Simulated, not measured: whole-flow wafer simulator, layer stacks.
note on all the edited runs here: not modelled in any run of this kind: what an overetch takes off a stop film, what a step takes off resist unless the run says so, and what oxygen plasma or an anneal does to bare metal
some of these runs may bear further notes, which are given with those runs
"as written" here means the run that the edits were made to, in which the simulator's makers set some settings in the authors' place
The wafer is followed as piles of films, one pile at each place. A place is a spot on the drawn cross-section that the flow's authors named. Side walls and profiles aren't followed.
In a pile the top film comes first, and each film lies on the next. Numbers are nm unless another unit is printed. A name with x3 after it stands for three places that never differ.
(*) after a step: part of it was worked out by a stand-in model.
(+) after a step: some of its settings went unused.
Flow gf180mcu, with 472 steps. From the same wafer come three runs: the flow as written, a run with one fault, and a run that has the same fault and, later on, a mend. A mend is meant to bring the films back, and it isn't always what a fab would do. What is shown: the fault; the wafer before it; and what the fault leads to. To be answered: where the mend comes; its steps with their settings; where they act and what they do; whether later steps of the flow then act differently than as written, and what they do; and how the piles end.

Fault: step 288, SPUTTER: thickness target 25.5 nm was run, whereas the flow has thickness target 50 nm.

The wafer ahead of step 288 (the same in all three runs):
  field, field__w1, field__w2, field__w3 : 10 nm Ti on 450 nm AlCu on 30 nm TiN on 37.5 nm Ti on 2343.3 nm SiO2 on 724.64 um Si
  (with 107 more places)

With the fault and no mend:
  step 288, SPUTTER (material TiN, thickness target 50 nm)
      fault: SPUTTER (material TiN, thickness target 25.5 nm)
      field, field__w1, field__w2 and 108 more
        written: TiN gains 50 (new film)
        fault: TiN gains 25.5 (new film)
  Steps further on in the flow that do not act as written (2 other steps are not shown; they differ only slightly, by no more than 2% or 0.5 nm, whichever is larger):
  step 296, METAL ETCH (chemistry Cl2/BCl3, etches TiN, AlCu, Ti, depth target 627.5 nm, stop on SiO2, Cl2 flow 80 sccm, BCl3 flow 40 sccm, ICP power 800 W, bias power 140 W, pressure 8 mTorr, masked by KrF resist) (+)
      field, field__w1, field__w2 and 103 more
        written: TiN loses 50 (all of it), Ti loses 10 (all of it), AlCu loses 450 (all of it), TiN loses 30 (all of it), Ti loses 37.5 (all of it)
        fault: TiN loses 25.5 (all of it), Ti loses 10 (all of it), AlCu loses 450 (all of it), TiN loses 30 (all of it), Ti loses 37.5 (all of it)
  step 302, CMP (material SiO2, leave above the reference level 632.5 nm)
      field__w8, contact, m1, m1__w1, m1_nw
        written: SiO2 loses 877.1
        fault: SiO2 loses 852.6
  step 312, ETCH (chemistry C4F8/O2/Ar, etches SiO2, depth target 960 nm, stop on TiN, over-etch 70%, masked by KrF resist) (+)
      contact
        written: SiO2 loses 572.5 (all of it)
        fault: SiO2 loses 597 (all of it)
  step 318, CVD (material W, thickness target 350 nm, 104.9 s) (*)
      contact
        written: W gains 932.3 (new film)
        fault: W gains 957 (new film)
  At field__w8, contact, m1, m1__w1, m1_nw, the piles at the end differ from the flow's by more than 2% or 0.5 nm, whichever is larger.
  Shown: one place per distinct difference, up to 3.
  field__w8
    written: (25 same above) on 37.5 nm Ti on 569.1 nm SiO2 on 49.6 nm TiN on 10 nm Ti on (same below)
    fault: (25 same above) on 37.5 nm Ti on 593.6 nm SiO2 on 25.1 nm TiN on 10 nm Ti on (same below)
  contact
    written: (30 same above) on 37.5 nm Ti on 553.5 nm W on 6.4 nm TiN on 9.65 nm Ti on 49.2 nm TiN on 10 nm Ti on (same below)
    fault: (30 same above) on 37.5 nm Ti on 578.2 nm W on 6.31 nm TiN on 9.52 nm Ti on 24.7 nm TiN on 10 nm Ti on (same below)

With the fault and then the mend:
  The mend stands after step 295.
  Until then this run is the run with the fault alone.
  step 295a, STRIP (chemistry O2/N2, power 2160 W, pressure 1700 mTorr) (*)
      field__w8, contact, m1, m1__w1, m1_nw
        KrF resist loses 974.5 (all of it)
  step 295b, SPUTTER (material TiN, thickness target 24.5 nm) (the flow's step 288 again, with other settings)
      field, field__w1, field__w2 and 108 more
        TiN gains 24.5
  step 295c, HMDS (120 C, 60 s) (the flow's step 290 again)
      leaves every film unchanged at each place that is followed
  step 295d, COAT (KrF resist, thickness 1000 nm) (the flow's step 291 again)
      field, field__w1, field__w2 and 108 more
        KrF resist gains 1000 (new film)
  step 295e, SOFTBAKE (KrF resist) (the flow's step 292 again)
      leaves every film unchanged at each place that is followed
  step 295f, EXPOSE (photomask Metal2) (the flow's step 293 again)
      leaves every film unchanged at each place that is followed
  step 295g, PEB (KrF resist, 135 C, 90 s) (the flow's step 294 again)
      field, field__w1, field__w2 and 108 more
        KrF resist loses 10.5
  step 295h, DEVELOP (thickness 1000 nm, 60 s) (the flow's step 295 again)
      field, field__w1, field__w2 and 103 more
        KrF resist loses 989.5 (all of it)
      field__w8, contact, m1, m1__w1, m1_nw
        KrF resist loses 14.9
  None of the later steps of the flow acts differently than as written at any place that is followed.
  At every place that both follow, the piles at the end match the flow's.
